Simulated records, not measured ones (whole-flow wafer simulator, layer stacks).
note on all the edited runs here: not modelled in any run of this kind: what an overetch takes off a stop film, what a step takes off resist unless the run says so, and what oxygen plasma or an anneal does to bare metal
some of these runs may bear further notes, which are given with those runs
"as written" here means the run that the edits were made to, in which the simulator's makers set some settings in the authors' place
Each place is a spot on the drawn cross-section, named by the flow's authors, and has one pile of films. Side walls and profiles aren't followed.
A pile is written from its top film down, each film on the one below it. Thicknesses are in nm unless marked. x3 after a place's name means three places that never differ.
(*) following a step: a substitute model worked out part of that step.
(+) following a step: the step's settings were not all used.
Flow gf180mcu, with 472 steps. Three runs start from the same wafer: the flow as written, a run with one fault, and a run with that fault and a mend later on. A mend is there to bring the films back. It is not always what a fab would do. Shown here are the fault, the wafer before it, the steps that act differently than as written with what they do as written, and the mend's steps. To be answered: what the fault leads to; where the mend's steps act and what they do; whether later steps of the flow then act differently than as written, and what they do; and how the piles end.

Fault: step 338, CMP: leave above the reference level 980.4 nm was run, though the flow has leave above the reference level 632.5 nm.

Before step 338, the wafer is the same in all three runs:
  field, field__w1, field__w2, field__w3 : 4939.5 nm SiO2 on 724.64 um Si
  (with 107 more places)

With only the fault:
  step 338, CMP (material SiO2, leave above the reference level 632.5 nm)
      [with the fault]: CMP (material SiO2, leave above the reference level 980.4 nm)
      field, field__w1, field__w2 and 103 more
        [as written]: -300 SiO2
        [with the fault]: nothing
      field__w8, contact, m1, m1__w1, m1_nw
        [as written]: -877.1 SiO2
        [with the fault]: -529.2 SiO2
  Later steps of the flow acting differently than as written (7 more steps, not shown, differ only slightly: by at most 2% or 0.5 nm, whichever is larger):
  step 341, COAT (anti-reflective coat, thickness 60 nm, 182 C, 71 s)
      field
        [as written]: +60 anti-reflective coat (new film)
        [with the fault]: +79.1 anti-reflective coat (new film)
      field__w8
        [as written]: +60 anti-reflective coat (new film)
        [with the fault]: +33.4 anti-reflective coat (new film)
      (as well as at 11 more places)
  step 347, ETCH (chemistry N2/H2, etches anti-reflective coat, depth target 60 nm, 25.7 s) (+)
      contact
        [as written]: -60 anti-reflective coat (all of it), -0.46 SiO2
        [with the fault]: -35.5 anti-reflective coat (all of it), -1.09 SiO2
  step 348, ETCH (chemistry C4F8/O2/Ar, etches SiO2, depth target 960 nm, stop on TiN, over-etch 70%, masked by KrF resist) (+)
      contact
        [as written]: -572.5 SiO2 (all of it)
        [with the fault]: -919.7 SiO2 (all of it)
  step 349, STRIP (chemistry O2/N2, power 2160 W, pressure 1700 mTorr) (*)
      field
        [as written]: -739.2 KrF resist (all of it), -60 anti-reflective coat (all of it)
        [with the fault]: -729.9 KrF resist (all of it), -79.1 anti-reflective coat (all of it)
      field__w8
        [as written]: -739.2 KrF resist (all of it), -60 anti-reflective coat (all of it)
        [with the fault]: -734.4 KrF resist (all of it), -33.4 anti-reflective coat (all of it)
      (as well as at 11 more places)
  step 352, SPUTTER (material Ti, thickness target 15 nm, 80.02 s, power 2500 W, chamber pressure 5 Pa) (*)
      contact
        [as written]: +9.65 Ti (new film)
        [with the fault]: +8.11 Ti (new film)
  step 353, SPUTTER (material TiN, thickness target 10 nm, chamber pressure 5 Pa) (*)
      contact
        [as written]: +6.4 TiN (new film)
        [with the fault]: +5.38 TiN (new film)
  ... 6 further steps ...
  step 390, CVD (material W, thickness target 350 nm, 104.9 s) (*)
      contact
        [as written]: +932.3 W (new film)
        [with the fault]: +978.5 W (new film)
  The piles end different from the flow's at field, field__w1, field__w2 and 109 more by more than 2% or 0.5 nm, whichever is larger.
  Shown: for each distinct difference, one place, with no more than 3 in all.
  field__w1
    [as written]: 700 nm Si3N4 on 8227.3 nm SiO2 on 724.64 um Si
    [with the fault]: 700 nm Si3N4 on 8573.3 nm SiO2 on 724.64 um Si
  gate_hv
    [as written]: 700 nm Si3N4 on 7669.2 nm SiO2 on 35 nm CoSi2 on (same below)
    [with the fault]: 700 nm Si3N4 on 8015.2 nm SiO2 on 35 nm CoSi2 on (same below)
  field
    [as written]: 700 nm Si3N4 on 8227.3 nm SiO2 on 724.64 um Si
    [with the fault]: 700 nm Si3N4 on 8573.4 nm SiO2 on 724.64 um Si

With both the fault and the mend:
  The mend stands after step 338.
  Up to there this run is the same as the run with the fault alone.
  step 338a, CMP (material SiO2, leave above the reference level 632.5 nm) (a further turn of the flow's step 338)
      field, field__w1, field__w2 and 103 more
        -300 SiO2
      field__w8, contact, m1, m1__w1, m1_nw
        -347.9 SiO2
  Later steps of the flow that are run all act as written at every place that is followed.
  The piles end the same as the flow's at every place that both follow.
